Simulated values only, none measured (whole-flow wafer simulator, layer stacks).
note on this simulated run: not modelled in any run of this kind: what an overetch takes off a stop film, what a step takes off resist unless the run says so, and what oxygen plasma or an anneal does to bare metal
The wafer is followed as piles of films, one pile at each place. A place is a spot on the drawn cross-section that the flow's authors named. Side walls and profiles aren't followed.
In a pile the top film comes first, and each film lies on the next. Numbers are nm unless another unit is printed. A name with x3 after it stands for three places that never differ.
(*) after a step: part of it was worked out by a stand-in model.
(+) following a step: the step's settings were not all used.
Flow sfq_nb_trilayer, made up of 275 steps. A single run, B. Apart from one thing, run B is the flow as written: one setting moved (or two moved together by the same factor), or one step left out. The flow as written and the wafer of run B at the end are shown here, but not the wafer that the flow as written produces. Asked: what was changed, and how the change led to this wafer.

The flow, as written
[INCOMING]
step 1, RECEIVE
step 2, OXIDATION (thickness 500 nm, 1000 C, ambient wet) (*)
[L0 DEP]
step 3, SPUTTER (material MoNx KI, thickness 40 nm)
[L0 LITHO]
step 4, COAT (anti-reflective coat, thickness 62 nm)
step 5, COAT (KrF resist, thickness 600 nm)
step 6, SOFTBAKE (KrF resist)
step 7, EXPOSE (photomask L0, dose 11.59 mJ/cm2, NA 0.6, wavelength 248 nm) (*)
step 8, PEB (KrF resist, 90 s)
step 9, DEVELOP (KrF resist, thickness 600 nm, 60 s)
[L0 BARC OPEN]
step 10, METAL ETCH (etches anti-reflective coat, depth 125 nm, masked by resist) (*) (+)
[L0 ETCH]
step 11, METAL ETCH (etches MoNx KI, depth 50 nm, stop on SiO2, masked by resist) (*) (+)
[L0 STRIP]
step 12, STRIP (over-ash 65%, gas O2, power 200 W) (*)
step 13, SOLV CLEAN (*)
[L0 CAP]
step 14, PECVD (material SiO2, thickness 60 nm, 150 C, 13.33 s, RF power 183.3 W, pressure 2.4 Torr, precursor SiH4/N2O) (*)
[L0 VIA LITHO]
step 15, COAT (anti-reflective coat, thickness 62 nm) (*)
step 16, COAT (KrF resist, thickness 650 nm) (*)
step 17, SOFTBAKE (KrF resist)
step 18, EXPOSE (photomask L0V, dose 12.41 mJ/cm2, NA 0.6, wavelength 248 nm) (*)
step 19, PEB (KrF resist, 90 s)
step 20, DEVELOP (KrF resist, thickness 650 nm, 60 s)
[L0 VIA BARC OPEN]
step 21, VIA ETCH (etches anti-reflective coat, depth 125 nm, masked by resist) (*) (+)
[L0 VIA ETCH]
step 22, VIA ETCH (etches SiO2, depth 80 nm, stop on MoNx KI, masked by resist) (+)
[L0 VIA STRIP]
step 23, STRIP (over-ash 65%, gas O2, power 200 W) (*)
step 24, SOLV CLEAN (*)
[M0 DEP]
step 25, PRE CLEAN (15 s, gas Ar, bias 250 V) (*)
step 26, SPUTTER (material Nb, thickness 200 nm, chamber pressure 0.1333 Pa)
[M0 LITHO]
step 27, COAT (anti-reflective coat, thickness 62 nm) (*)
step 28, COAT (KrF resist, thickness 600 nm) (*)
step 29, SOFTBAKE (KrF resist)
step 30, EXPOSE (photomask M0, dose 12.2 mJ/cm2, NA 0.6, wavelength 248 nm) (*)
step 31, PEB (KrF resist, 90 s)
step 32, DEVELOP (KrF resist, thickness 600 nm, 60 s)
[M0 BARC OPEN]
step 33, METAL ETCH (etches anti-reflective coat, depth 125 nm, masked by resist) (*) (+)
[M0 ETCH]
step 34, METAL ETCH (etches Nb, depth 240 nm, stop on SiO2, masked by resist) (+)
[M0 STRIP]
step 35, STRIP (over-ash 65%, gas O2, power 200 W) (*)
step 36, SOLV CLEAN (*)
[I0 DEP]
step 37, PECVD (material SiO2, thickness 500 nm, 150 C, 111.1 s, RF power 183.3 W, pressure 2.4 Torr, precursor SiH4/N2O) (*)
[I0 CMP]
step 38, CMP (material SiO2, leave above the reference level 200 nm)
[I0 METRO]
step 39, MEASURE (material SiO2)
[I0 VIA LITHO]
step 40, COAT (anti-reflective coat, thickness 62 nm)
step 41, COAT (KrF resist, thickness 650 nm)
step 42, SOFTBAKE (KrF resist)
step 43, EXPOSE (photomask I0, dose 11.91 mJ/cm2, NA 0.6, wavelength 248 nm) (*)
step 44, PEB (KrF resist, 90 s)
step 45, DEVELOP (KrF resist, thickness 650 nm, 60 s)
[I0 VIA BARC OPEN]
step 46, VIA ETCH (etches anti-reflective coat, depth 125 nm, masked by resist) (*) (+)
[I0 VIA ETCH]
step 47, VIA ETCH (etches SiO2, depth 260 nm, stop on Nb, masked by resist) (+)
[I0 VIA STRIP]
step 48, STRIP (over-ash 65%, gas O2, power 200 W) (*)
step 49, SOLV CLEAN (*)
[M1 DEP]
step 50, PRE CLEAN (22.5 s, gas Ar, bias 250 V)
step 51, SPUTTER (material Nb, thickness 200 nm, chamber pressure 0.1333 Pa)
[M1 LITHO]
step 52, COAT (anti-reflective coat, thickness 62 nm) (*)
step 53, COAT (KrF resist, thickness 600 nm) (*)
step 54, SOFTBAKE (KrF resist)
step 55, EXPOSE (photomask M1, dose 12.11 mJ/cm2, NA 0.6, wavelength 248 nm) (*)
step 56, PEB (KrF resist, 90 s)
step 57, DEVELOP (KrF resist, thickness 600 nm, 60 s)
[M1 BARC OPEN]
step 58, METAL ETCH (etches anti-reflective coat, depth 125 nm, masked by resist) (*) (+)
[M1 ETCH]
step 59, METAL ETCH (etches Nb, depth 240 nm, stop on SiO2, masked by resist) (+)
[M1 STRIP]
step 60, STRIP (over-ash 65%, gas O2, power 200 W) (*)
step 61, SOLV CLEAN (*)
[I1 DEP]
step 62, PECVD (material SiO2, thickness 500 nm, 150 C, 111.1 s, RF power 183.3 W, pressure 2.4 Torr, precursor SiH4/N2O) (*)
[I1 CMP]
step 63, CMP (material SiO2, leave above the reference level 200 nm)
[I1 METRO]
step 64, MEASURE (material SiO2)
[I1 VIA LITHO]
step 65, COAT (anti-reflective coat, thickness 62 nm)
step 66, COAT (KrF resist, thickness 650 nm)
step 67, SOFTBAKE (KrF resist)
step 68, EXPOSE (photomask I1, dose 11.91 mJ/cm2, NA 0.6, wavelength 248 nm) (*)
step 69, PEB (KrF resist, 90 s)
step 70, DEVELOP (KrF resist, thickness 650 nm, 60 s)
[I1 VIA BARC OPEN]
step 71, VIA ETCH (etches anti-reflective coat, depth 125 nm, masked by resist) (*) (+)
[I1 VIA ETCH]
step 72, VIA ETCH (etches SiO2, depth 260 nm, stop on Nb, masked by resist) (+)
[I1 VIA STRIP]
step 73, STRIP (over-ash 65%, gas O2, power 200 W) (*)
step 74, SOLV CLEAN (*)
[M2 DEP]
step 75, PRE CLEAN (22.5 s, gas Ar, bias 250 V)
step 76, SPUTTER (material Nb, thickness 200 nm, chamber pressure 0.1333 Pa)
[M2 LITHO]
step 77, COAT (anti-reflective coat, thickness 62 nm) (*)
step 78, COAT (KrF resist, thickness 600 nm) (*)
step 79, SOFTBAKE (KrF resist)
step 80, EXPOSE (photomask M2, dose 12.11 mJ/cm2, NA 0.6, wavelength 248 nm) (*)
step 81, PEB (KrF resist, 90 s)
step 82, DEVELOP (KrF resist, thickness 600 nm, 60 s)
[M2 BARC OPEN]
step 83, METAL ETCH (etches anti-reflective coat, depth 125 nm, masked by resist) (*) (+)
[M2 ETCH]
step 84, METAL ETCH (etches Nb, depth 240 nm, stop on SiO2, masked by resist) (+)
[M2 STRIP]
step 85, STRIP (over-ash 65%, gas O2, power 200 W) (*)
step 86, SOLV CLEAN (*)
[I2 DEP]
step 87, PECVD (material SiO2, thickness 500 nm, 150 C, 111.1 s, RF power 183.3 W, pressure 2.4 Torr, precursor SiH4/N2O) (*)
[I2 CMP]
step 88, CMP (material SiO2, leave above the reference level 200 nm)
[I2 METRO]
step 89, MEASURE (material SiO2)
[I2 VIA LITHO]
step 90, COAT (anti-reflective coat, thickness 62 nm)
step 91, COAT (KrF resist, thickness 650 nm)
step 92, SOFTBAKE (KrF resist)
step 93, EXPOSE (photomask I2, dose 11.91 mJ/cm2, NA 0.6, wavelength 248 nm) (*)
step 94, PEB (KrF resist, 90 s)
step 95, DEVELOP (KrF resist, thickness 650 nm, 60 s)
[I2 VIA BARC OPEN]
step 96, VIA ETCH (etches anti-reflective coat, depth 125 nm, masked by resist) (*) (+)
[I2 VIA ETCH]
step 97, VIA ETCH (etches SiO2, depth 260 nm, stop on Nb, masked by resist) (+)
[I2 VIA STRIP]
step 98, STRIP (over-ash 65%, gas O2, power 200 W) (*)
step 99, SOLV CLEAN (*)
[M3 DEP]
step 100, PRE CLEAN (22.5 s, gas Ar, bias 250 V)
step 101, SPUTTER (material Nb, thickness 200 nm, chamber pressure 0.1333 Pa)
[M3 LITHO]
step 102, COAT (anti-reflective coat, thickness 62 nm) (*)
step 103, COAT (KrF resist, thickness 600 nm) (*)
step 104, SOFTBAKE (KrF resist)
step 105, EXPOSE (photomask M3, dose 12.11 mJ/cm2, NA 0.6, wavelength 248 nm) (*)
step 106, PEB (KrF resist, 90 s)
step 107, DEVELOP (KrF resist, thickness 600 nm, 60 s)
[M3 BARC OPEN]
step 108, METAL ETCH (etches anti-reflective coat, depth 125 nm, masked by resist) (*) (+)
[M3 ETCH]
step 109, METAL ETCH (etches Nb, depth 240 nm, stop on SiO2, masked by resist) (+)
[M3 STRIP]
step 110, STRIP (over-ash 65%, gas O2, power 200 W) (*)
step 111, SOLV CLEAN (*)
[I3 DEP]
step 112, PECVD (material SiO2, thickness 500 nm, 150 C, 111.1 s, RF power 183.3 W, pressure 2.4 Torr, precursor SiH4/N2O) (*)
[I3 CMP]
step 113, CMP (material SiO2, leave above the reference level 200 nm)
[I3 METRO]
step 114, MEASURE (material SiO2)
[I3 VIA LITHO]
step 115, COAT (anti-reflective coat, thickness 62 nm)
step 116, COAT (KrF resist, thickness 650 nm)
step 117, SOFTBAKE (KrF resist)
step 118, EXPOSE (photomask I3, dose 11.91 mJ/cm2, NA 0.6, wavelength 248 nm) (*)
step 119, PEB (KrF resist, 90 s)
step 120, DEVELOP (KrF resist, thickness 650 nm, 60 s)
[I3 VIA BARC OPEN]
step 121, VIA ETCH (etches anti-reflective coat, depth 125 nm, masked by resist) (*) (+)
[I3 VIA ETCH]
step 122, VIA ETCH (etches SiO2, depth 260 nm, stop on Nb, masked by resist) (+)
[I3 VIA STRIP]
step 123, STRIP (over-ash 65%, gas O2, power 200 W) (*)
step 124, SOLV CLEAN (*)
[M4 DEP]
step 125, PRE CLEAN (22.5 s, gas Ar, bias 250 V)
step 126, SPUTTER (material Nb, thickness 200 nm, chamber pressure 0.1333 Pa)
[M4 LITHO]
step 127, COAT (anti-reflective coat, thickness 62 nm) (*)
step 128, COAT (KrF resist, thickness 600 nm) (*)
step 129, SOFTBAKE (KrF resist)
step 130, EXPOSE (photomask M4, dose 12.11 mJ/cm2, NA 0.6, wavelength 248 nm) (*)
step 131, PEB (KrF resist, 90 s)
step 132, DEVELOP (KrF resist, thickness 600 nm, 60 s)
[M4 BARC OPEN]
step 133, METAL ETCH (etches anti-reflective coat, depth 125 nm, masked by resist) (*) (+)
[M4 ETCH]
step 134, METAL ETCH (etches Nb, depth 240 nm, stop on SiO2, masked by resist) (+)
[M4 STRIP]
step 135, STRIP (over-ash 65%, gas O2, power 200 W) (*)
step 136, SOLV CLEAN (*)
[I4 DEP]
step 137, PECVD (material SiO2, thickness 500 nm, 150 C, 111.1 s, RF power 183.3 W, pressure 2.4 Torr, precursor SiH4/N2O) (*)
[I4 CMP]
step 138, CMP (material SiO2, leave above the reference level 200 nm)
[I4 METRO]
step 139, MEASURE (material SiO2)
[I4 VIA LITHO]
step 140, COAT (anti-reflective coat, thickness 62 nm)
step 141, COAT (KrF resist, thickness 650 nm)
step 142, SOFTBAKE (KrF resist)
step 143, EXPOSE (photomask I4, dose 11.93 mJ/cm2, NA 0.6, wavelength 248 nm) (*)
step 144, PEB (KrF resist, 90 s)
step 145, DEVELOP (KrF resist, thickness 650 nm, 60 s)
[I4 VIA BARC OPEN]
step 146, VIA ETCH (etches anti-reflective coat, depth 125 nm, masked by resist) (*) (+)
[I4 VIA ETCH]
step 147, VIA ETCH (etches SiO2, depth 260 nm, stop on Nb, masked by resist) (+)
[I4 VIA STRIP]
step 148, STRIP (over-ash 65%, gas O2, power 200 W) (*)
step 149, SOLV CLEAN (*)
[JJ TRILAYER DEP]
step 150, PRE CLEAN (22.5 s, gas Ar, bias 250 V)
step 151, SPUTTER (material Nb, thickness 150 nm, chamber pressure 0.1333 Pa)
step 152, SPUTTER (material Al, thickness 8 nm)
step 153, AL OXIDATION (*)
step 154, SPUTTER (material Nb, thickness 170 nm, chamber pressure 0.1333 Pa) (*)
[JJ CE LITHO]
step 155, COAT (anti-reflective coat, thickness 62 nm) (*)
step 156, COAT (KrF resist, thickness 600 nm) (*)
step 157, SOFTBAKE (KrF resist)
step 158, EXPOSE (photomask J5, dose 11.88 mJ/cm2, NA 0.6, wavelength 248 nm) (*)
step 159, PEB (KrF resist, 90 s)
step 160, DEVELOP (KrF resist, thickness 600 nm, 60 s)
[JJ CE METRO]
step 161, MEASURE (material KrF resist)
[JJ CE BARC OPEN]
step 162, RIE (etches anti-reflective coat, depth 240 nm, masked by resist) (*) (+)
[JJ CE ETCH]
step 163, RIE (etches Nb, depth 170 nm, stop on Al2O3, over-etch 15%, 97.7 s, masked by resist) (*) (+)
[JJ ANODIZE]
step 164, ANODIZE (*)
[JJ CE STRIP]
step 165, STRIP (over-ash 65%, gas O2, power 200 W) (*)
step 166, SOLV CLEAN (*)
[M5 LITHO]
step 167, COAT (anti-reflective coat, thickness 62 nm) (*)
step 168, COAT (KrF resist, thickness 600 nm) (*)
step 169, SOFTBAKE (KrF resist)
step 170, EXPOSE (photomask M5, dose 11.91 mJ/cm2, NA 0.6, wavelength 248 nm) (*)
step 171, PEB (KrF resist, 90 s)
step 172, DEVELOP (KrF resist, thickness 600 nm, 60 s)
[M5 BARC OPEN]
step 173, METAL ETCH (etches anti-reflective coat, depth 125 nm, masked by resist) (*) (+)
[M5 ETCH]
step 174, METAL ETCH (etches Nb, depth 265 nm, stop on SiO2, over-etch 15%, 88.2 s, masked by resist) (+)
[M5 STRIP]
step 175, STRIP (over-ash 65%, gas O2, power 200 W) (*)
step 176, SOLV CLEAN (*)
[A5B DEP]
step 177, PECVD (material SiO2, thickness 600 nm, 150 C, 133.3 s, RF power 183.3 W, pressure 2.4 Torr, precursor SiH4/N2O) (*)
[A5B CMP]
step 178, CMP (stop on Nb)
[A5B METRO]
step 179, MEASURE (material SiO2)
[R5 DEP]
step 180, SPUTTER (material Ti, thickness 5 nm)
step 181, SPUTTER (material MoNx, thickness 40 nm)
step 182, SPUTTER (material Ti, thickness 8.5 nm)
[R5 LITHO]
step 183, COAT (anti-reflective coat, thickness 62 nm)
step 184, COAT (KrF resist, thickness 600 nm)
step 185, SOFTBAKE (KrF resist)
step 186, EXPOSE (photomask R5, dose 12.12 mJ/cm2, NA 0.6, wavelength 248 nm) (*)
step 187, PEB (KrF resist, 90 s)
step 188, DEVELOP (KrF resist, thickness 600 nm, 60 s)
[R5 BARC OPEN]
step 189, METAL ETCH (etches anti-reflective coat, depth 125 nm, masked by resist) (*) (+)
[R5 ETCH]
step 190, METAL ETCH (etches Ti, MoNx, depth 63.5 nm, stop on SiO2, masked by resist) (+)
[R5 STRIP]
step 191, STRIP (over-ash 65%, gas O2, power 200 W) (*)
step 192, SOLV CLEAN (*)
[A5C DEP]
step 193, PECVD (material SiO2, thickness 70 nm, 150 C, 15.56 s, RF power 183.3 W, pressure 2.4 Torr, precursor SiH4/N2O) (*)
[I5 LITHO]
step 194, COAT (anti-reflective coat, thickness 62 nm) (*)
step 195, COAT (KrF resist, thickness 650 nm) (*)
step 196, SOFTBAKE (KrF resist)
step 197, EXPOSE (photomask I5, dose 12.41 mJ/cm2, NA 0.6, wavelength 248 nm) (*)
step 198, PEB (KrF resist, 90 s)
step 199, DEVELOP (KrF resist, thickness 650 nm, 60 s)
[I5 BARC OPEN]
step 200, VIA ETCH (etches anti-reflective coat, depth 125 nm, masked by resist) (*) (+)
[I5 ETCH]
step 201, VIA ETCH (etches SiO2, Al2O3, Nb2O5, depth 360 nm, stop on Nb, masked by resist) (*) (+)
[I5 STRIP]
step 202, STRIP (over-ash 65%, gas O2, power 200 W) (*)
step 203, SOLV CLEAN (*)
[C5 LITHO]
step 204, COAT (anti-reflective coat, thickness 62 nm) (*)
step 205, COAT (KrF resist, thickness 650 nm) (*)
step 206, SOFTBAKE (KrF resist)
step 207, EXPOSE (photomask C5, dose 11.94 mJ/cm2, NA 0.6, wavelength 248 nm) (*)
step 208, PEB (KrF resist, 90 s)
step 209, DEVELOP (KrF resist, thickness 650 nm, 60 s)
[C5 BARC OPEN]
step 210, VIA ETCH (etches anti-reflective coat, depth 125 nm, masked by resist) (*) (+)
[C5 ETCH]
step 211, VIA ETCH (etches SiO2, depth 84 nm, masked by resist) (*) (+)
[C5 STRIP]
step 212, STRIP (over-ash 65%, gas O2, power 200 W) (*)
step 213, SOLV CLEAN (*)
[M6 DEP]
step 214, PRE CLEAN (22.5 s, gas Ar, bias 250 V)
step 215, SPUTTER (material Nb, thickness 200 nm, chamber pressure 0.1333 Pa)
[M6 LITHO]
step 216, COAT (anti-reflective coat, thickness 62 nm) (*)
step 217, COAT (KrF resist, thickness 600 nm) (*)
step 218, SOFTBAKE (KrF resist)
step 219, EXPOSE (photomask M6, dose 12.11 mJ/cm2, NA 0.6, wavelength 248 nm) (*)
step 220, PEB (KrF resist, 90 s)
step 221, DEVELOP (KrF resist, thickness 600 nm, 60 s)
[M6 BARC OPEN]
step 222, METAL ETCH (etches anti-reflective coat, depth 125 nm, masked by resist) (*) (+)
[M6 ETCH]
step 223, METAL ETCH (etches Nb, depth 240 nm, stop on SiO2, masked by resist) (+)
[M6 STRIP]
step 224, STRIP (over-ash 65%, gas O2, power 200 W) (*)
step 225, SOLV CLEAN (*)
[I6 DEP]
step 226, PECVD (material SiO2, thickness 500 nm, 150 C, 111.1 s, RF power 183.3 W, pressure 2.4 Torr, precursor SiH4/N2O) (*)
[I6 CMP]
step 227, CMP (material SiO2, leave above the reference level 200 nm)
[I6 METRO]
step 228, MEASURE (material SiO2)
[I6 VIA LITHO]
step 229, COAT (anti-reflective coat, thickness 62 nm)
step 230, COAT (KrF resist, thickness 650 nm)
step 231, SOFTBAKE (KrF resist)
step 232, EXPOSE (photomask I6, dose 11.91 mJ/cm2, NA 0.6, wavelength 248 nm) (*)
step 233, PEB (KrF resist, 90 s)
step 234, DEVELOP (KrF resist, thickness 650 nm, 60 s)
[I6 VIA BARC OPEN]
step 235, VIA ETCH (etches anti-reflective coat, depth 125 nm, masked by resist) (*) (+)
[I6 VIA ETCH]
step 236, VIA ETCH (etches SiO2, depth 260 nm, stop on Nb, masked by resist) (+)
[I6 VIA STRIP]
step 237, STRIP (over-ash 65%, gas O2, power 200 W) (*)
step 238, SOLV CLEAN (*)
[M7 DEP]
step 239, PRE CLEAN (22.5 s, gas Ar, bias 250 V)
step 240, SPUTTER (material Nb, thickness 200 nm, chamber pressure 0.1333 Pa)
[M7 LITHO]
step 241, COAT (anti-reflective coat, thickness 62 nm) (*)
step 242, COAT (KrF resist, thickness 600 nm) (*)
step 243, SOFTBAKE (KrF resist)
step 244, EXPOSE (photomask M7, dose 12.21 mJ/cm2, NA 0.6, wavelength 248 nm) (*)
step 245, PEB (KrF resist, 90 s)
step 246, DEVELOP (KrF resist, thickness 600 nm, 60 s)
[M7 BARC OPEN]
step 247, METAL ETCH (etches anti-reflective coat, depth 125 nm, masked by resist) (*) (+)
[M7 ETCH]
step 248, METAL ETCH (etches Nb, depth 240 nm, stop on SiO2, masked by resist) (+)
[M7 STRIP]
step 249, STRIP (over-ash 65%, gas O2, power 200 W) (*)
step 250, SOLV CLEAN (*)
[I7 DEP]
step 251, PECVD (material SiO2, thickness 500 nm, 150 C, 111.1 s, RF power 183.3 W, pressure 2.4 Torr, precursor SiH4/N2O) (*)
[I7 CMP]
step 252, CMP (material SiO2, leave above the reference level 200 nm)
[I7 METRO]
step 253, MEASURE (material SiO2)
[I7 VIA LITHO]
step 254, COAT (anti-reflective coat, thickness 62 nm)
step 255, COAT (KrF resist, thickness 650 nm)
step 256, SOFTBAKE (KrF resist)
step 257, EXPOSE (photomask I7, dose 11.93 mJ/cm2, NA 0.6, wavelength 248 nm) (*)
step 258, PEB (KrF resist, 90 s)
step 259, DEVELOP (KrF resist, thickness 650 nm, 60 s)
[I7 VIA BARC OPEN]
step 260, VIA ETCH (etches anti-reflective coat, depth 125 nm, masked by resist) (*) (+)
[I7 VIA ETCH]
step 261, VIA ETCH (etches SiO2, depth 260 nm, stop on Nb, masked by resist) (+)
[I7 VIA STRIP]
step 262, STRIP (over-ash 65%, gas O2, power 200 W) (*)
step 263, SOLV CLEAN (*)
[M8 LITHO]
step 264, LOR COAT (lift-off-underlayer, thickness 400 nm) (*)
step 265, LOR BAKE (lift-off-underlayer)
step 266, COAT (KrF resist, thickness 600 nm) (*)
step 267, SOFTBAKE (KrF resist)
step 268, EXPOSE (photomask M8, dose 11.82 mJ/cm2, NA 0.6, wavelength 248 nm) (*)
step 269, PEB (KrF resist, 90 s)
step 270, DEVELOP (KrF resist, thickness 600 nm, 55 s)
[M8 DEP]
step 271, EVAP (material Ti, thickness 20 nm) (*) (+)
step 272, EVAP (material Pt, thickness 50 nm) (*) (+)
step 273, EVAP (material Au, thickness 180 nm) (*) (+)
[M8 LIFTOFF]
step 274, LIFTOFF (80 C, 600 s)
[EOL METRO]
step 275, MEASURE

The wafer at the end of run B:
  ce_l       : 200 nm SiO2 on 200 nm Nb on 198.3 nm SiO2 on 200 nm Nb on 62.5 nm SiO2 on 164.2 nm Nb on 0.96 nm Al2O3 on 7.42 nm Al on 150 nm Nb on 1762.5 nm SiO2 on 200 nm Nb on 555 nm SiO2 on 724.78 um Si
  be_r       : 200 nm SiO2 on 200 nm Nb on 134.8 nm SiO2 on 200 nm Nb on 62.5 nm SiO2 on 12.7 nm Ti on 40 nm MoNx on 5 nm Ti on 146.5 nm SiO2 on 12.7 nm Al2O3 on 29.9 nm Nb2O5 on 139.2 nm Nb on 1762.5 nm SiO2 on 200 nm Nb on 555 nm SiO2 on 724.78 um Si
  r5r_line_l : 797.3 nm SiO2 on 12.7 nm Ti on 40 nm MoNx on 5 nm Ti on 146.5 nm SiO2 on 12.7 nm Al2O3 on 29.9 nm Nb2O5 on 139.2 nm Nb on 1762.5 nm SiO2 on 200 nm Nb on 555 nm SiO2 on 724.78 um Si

What caused this: step 182, SPUTTER: thickness 12.7 nm was run, whereas the flow has thickness 8.5 nm.
The wafer itself shows it: be_r has Ti 12.7, and step 182 as written asks for 8.5 nm.

The path from the change to this, step by step:
  step 182, SPUTTER (material Ti, thickness 8.5 nm)
      field_l, v_sur, via_wl and 103 more: Ti gains 12.7 (new film) (in the flow as written it would be: Ti gains 8.5 (new film))
  step 190, METAL ETCH (etches Ti, MoNx, depth 63.5 nm, stop on SiO2, masked by resist) (+)
      field_l, v_sur, via_wl and 92 more: Ti loses 12.7 (all of it), MoNx loses 40 (all of it), Ti loses 5 (all of it) (in the flow as written it would be: Ti loses 8.5 (all of it), MoNx loses 40 (all of it), Ti loses 5 (all of it))
      ce_l, c5j, ce_r, wl_jj: Ti loses 12.7 (all of it), MoNx loses 40 (all of it), Ti loses 5 (all of it), Nb loses 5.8 (in the flow as written it would be: Ti loses 8.5 (all of it), MoNx loses 40 (all of it), Ti loses 5 (all of it), Nb loses 10)
  step 194, COAT (anti-reflective coat, thickness 62 nm) (*)
      r5r_spacepad_l, r5r_spacepad_r: anti-reflective coat gains 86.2 (new film) (in the flow as written it would be: anti-reflective coat gains 84.4 (new film))
      ce_l: anti-reflective coat gains 65.3 (new film) (in the flow as written it would be: anti-reflective coat gains 67.2 (new film))
      (also at 3 further places)
  step 202, STRIP (over-ash 65%, gas O2, power 200 W) (*)
      r5r_spacepad_l, r5r_spacepad_r: KrF resist loses 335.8 (all of it), anti-reflective coat loses 86.2 (all of it) (in the flow as written it would be: KrF resist loses 335.6 (all of it), anti-reflective coat loses 84.4 (all of it))
      ce_l: KrF resist loses 340.4 (all of it), anti-reflective coat loses 65.3 (all of it) (in the flow as written it would be: KrF resist loses 341.5 (all of it), anti-reflective coat loses 67.2 (all of it))
      (also at 3 further places)
  step 204, COAT (anti-reflective coat, thickness 62 nm) (*)
      r5r_spacepad_l, r5r_spacepad_r: anti-reflective coat gains 86.2 (new film) (in the flow as written it would be: anti-reflective coat gains 84.4 (new film))
      ce_l: anti-reflective coat gains 64.2 (new film) (in the flow as written it would be: anti-reflective coat gains 66 (new film))
      (also at 3 further places)
  step 212, STRIP (over-ash 65%, gas O2, power 200 W) (*)
      r5r_spacepad_l, r5r_spacepad_r: KrF resist loses 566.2 (all of it), anti-reflective coat loses 86.2 (all of it) (in the flow as written it would be: KrF resist loses 565.8 (all of it), anti-reflective coat loses 84.4 (all of it))
      ce_l: KrF resist loses 566.6 (all of it), anti-reflective coat loses 64.2 (all of it) (in the flow as written it would be: KrF resist loses 567.4 (all of it), anti-reflective coat loses 66 (all of it))
      (also at 3 further places)
  step 216, COAT (anti-reflective coat, thickness 62 nm) (*)
      r5r_spacepad_l, r5r_spacepad_r: anti-reflective coat gains 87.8 (new film) (in the flow as written it would be: anti-reflective coat gains 85.7 (new film))
      jj_sur: anti-reflective coat gains 57.3 (new film) (in the flow as written it would be: anti-reflective coat gains 56.1 (new film))
      (also at 4 further places)
  step 222, METAL ETCH (etches anti-reflective coat, depth 125 nm, masked by resist) (*) (+)
      r5r_spacepad_l, r5r_spacepad_r: anti-reflective coat loses 87.8 (all of it) (in the flow as written it would be: anti-reflective coat loses 85.7 (all of it))
  step 224, STRIP (over-ash 65%, gas O2, power 200 W) (*)
      jj_sur: KrF resist loses 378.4 (all of it), anti-reflective coat loses 57.3 (all of it) (in the flow as written it would be: KrF resist loses 378.5 (all of it), anti-reflective coat loses 56.1 (all of it))
      ce_l: KrF resist loses 395.5 (all of it), anti-reflective coat loses 46.8 (all of it) (in the flow as written it would be: KrF resist loses 397.1 (all of it), anti-reflective coat loses 48 (all of it))
      (also at 3 further places)
  step 227, CMP (material SiO2, leave above the reference level 200 nm)
      r5r_line_l, r5r_spacepad_l, r5r_spacepad_r, r5r_line_c, r5r_line_r: SiO2 loses 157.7 (in the flow as written it would be: SiO2 loses 153.5)
